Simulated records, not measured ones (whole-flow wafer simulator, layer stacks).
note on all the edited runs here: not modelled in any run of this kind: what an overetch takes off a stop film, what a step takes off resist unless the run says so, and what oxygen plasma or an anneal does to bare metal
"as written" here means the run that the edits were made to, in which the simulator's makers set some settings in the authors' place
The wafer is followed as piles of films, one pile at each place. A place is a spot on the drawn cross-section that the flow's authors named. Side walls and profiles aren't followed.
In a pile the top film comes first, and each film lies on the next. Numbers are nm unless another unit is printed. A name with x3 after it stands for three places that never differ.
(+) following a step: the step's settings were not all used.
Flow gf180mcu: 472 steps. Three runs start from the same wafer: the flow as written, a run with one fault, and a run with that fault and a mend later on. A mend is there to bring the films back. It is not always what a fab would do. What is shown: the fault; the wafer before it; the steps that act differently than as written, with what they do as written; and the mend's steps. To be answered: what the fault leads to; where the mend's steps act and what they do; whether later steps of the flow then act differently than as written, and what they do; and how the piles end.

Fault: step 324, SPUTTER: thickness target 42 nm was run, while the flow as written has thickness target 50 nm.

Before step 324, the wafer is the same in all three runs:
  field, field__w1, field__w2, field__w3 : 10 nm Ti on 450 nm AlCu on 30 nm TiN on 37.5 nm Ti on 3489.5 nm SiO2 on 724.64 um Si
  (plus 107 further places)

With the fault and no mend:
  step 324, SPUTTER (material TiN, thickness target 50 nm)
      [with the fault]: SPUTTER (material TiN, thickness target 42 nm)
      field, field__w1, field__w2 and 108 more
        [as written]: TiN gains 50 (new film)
        [with the fault]: TiN gains 42 (new film)
  Steps later in the flow that act otherwise than as written (not shown: 5 more steps that differ only slightly, by at most 2% or 0.5 nm, whichever is larger):
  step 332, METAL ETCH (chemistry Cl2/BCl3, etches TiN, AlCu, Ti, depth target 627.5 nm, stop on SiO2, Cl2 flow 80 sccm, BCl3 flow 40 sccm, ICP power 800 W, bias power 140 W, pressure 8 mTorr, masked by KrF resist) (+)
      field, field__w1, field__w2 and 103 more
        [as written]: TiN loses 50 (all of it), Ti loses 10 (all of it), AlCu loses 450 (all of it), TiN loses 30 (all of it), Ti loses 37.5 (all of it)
        [with the fault]: TiN loses 42 (all of it), Ti loses 10 (all of it), AlCu loses 450 (all of it), TiN loses 30 (all of it), Ti loses 37.5 (all of it)
  By the end, the piles at field__w8, contact, m1, m1__w1, m1_nw depart from the flow's by more than 2% or 0.5 nm, whichever is larger.
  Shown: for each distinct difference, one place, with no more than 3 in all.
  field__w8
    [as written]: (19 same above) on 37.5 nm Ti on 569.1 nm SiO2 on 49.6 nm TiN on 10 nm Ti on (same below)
    [with the fault]: (19 same above) on 37.5 nm Ti on 577.1 nm SiO2 on 41.6 nm TiN on 10 nm Ti on (same below)
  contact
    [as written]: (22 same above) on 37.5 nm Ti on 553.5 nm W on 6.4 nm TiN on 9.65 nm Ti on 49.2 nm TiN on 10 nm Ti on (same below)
    [with the fault]: (22 same above) on 37.5 nm Ti on 561.6 nm W on 6.37 nm TiN on 9.61 nm Ti on 41.2 nm TiN on 10 nm Ti on (same below)

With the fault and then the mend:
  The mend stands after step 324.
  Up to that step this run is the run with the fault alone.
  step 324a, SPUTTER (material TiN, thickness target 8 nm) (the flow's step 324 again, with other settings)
      field, field__w1, field__w2 and 108 more
        TiN gains 8
  Every later step of the flow that is run acts as written at every place that is followed.
  At every place that both follow, the piles at the end match the flow's.
